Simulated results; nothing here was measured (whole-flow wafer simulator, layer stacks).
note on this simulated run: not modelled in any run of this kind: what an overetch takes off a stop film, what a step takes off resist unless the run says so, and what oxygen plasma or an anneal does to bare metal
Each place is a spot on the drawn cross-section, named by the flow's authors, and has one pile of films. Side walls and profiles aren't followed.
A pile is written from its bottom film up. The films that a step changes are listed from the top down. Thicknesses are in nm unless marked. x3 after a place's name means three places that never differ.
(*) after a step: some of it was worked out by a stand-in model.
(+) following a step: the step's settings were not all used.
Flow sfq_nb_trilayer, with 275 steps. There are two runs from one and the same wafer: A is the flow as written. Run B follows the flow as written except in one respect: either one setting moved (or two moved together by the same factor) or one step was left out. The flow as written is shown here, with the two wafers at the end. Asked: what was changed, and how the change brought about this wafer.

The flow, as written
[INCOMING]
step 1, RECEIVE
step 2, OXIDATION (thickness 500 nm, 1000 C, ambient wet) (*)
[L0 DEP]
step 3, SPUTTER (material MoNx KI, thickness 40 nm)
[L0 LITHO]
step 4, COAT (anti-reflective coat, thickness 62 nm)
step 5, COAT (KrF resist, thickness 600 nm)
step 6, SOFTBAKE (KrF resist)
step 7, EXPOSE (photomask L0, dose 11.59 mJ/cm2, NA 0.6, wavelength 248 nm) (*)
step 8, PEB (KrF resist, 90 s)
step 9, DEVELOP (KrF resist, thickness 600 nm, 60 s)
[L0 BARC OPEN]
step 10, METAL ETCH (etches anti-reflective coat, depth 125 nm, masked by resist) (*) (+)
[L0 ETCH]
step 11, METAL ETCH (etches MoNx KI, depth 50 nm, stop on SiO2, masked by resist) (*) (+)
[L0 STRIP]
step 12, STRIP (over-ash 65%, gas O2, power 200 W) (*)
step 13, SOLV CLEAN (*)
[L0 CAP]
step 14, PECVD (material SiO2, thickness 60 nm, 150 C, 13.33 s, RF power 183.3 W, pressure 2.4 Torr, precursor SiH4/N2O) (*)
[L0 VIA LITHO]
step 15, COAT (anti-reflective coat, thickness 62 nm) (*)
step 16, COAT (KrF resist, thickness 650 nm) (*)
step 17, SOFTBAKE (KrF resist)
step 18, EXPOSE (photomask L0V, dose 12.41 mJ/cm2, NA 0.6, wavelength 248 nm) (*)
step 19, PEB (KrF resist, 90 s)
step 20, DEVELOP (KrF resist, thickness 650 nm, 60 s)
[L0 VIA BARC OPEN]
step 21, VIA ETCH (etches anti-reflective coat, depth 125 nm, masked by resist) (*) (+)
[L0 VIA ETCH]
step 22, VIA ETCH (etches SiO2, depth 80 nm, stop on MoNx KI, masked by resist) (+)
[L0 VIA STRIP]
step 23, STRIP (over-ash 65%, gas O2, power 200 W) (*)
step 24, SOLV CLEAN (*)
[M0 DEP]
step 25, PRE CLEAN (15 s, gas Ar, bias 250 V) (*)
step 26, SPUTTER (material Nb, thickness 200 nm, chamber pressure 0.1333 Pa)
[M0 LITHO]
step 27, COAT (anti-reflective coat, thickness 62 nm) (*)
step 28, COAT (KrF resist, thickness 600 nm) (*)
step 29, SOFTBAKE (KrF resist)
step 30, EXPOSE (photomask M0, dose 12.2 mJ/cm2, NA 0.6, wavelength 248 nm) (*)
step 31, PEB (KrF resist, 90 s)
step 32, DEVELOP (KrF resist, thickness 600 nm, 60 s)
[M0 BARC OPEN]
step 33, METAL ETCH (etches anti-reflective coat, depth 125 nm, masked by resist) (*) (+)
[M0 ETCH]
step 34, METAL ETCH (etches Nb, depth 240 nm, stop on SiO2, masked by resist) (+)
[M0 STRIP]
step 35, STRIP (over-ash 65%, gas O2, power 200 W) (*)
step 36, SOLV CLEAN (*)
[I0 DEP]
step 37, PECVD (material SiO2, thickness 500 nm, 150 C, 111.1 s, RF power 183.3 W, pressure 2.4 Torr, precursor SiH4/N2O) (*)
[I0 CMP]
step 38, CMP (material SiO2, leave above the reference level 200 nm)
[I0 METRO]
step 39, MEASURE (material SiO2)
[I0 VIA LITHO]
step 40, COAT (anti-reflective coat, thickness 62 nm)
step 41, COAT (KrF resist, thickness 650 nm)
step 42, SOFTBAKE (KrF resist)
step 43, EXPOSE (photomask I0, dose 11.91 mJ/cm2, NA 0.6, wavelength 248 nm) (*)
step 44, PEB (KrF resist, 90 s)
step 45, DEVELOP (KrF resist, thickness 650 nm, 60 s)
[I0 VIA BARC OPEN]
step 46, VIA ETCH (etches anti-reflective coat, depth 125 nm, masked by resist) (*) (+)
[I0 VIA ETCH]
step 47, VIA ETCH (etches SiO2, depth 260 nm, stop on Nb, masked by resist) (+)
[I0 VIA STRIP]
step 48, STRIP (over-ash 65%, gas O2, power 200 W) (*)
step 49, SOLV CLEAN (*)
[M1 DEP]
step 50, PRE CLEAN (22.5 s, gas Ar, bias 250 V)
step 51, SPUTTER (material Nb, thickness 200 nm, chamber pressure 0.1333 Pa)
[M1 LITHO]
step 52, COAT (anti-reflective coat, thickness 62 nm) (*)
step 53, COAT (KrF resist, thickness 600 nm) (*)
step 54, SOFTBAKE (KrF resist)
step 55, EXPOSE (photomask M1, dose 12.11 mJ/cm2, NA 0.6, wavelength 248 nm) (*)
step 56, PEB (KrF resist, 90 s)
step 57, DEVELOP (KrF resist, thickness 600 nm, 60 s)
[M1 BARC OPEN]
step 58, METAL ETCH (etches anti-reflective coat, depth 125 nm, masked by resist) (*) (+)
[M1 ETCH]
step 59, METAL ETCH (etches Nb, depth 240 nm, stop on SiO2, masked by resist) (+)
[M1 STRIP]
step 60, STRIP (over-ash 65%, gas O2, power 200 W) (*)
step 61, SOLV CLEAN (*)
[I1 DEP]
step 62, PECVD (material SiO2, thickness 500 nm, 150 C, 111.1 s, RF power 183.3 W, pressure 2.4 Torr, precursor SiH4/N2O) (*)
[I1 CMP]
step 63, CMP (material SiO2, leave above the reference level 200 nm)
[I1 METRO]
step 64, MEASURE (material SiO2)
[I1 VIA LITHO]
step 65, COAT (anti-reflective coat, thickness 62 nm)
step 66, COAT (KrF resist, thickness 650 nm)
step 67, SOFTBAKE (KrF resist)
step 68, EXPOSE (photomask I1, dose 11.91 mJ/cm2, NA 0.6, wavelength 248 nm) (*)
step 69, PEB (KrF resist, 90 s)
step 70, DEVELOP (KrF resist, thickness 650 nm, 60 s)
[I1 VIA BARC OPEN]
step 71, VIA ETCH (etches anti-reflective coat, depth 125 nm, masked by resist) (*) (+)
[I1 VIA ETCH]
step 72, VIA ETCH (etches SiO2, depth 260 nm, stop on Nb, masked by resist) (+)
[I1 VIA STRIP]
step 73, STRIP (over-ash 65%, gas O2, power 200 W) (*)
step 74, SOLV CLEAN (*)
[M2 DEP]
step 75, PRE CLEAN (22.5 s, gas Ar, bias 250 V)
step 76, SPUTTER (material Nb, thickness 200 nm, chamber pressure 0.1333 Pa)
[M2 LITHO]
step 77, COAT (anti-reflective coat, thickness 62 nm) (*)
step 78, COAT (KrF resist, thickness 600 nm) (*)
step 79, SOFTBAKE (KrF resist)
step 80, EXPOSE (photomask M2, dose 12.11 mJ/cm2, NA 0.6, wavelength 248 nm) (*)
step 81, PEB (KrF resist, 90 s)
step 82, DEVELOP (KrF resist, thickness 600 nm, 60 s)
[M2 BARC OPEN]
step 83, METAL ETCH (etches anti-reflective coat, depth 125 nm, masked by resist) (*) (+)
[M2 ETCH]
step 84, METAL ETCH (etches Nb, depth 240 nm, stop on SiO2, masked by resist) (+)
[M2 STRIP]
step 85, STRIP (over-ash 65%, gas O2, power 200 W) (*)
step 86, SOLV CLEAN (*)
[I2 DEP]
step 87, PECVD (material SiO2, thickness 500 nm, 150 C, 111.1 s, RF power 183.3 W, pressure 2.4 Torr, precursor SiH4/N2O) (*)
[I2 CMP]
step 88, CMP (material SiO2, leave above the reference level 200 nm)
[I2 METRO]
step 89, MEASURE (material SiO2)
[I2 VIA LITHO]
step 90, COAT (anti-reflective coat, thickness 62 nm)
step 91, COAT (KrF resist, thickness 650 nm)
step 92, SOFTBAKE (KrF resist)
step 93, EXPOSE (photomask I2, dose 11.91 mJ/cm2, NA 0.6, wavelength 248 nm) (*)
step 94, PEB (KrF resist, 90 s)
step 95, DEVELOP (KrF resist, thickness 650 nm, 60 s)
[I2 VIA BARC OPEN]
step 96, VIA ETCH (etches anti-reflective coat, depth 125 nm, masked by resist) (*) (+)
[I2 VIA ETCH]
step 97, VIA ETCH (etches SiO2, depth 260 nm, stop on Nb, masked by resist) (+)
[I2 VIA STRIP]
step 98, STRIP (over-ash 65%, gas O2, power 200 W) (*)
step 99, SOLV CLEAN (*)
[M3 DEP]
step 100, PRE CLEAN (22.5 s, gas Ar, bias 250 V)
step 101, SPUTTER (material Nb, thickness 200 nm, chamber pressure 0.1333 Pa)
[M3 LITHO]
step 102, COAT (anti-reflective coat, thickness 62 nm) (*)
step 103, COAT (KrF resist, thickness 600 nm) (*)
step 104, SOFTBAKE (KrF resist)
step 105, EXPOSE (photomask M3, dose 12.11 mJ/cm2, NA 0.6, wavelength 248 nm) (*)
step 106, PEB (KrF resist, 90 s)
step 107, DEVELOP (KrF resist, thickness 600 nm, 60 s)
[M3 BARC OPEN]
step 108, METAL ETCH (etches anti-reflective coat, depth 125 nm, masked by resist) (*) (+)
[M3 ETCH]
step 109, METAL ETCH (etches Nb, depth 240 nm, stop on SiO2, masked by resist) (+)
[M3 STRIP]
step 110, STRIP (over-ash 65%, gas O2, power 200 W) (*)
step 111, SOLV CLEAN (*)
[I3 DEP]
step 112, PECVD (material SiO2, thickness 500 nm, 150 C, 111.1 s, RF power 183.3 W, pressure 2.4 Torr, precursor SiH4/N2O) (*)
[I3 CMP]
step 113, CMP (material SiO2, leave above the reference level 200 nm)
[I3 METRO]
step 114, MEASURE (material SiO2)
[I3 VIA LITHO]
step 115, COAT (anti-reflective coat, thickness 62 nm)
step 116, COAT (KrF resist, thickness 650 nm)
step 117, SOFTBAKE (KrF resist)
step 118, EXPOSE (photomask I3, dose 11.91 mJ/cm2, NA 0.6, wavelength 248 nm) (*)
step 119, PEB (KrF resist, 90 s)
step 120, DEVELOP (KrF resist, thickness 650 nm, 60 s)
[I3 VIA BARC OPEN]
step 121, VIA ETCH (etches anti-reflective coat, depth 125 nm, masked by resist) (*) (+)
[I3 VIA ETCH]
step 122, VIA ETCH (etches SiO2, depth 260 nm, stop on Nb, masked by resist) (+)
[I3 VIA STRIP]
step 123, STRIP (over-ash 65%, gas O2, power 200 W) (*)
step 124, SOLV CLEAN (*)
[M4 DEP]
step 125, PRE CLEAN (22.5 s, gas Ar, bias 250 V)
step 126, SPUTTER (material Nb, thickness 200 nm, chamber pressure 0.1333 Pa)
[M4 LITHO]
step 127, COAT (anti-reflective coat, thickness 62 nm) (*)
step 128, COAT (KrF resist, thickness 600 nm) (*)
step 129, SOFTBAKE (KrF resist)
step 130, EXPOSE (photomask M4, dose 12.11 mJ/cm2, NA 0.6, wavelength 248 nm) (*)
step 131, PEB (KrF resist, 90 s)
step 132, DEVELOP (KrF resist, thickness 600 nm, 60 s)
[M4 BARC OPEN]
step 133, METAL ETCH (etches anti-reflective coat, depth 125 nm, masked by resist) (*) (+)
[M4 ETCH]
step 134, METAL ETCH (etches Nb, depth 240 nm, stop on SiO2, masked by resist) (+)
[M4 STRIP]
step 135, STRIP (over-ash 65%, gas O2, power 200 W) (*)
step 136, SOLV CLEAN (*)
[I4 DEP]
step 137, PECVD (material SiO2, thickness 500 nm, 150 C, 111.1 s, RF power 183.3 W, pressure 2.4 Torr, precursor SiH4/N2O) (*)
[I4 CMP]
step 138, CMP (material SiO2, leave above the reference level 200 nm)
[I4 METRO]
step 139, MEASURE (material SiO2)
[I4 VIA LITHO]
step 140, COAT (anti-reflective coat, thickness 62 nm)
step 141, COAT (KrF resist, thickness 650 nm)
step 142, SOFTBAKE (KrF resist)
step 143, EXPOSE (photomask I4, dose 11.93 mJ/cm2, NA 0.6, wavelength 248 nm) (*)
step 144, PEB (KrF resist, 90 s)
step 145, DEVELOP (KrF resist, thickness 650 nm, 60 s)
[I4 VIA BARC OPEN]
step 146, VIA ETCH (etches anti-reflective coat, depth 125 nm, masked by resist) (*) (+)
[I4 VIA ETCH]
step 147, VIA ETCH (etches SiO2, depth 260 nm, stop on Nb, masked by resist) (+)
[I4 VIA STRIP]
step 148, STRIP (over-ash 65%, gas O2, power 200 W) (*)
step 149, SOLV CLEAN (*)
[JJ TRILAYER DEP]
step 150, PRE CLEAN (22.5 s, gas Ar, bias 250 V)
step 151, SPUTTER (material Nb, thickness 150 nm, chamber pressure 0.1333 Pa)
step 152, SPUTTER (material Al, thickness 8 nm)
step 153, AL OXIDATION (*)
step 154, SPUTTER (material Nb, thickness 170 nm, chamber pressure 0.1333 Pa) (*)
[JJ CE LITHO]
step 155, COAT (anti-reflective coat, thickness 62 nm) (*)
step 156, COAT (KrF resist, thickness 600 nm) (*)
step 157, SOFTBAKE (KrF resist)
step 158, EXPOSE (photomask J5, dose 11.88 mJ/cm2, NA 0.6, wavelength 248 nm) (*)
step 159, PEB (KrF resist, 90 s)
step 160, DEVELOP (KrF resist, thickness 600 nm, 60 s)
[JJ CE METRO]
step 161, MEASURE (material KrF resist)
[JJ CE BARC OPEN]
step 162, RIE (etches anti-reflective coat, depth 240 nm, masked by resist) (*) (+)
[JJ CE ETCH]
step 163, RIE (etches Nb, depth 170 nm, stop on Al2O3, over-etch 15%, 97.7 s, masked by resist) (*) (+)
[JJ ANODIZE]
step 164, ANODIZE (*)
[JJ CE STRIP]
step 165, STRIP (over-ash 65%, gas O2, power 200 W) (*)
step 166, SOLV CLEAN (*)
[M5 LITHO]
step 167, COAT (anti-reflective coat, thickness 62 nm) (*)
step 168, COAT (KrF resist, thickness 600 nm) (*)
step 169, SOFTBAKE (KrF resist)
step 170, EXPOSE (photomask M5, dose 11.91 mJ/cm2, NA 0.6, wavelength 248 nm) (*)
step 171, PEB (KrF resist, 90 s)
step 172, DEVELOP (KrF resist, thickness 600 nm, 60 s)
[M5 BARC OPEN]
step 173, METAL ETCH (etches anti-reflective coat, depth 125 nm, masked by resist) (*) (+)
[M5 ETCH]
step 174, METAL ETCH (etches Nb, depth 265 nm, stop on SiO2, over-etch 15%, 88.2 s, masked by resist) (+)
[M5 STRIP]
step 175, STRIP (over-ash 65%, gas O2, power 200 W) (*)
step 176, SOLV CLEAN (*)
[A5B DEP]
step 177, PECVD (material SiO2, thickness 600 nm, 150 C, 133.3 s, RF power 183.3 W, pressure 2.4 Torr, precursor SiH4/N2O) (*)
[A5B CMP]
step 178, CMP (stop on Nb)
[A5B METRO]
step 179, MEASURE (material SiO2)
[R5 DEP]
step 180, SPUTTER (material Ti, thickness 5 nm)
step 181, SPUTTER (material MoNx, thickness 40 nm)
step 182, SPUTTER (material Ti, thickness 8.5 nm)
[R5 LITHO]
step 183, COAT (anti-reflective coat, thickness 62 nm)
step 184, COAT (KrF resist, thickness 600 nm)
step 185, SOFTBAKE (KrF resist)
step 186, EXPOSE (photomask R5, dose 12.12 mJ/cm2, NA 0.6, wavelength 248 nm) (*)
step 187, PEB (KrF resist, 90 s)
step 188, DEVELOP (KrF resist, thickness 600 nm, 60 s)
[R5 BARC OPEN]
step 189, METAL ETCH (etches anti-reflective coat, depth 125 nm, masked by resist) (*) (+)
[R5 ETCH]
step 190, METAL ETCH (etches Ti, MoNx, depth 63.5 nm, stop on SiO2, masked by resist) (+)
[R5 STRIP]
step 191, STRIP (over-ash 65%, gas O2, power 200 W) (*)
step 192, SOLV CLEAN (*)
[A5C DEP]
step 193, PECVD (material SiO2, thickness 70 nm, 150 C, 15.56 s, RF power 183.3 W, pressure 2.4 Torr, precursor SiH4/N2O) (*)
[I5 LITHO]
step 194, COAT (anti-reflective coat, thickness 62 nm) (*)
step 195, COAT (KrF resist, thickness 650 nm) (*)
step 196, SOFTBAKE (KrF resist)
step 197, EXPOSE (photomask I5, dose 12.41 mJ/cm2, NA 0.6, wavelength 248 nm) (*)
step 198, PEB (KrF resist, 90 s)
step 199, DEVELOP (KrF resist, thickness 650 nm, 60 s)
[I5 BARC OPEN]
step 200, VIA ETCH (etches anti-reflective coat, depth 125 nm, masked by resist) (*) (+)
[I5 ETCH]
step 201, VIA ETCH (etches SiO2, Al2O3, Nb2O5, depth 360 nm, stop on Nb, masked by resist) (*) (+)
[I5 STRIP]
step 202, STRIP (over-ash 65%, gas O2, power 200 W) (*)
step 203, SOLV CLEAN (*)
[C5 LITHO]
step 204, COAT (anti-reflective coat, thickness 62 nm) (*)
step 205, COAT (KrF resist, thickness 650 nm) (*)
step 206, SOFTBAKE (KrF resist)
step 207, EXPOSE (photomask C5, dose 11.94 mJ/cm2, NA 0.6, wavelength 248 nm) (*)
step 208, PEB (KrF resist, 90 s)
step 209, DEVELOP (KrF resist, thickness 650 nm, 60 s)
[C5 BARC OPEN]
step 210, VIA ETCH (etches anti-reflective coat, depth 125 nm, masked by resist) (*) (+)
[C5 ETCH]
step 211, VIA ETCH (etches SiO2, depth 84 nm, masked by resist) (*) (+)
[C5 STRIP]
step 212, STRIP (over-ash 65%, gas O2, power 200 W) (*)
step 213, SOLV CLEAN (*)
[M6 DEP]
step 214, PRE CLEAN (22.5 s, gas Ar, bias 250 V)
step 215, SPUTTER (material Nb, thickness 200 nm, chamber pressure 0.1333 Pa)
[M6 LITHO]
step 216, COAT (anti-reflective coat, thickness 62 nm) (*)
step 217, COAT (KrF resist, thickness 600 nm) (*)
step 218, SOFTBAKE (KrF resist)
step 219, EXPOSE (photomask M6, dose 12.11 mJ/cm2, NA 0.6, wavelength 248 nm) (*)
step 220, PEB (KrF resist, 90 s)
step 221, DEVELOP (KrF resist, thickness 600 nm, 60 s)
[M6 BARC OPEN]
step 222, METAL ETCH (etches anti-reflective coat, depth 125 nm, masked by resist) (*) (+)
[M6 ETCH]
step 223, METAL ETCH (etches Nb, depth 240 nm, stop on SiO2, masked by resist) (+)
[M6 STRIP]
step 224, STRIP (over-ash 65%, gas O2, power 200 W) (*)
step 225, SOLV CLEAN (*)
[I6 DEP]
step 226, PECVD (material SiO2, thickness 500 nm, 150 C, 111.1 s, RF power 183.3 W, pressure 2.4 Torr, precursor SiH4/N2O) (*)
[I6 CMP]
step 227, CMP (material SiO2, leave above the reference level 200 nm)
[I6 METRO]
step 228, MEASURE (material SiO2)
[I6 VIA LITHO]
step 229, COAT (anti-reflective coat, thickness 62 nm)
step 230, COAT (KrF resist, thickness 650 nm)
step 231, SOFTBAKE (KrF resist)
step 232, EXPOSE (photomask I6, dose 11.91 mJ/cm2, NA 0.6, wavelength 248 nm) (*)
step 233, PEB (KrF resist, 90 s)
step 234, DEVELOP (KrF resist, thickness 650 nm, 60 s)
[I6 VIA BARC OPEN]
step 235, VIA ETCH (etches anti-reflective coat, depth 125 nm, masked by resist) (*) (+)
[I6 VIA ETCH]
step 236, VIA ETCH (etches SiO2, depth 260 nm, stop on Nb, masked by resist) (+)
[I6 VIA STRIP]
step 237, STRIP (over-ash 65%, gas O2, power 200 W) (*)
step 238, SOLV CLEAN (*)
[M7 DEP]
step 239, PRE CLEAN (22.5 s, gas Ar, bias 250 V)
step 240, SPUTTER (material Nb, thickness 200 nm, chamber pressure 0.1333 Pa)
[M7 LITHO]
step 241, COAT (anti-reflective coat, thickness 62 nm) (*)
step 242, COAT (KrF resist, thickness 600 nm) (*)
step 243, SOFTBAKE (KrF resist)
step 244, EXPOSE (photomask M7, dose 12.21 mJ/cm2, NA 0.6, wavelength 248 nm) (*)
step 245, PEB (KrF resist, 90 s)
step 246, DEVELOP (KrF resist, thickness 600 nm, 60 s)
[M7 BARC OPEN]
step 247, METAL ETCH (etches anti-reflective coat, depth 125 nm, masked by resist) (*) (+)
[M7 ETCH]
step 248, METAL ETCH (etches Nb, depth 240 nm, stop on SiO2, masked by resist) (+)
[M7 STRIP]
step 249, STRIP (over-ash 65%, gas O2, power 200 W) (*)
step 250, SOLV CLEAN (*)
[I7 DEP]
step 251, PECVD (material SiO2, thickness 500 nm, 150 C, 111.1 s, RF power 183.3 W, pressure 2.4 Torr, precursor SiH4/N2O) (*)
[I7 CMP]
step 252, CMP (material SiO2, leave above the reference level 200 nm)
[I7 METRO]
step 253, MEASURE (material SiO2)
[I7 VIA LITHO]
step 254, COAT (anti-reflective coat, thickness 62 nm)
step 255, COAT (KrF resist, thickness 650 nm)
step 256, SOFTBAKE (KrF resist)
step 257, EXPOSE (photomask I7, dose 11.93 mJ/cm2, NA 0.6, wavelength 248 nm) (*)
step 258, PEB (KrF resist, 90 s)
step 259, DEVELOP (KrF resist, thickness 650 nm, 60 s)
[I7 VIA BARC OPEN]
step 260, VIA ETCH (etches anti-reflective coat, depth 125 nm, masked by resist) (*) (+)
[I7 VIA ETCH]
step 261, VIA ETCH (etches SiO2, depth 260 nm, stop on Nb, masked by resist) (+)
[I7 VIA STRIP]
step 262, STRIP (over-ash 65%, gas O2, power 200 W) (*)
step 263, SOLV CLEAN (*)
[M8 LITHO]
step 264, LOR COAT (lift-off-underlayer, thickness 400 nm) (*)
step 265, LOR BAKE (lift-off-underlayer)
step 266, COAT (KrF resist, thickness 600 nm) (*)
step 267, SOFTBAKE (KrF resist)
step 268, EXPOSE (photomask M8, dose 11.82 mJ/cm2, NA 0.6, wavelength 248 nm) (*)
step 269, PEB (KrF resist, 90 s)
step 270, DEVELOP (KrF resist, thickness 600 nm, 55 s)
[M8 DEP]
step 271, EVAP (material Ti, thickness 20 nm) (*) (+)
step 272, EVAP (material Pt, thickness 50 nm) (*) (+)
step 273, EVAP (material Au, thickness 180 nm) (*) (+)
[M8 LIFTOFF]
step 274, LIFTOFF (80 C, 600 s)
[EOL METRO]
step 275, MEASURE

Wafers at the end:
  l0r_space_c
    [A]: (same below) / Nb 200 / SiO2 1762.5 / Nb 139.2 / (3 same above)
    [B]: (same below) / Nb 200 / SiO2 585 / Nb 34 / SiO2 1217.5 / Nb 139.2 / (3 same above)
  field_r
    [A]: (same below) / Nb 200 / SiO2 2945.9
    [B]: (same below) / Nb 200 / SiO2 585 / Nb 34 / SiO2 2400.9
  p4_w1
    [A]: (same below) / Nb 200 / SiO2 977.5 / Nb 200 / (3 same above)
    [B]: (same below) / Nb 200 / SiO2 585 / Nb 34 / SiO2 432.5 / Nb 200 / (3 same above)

The reason: step 76, SPUTTER: thickness 274 nm was run, while the flow as written has thickness 200 nm.

How this came from the change, step by step:
  step 76, SPUTTER (material Nb, thickness 200 nm, chamber pressure 0.1333 Pa)
      field_l, v_sur, via_wl and 102 more: A +200 Nb (new film) | B +274 Nb (new film)
      via_v: A +174.5 Nb | B +240.1 Nb
  step 84, METAL ETCH (etches Nb, depth 240 nm, stop on SiO2, masked by resist) (+)
      field_l, be, be_sur and 81 more: A -200 Nb (all of it) | B -240 Nb
  step 87, PECVD (material SiO2, thickness 500 nm, 150 C, 111.1 s, RF power 183.3 W, pressure 2.4 Torr, precursor SiH4/N2O) (*)
      field_l, be, be_sur and 81 more: A +500 SiO2 | B +500 SiO2 (new film)
      via_v: A +606 SiO2 (new film) | B +589.9 SiO2 (new film)
  step 88, CMP (material SiO2, leave above the reference level 200 nm)
      field_l, be, be_sur and 81 more: A -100 SiO2 | B -60 SiO2
      via_v: A -181.6 SiO2 | B -157.1 SiO2
Taking metal films that touch as one body, l0r_space_c has 3 bodies (between them, from the top down: SiO2 1217.5; SiO2 585); the flow as written gives 2 bodies (between them, from the top down: SiO2 1762.5).
Taking metal films that touch as one body, field_r has 2 bodies (between them, from the top down: SiO2 585); the flow as written gives 1 body.
Taking metal films that touch as one body, p4_w1 has 4 bodies (between them, from the top down: SiO2 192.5; SiO2 432.5; SiO2 585); the flow as written gives 3 bodies (between them, from the top down: SiO2 192.5; SiO2 977.5).
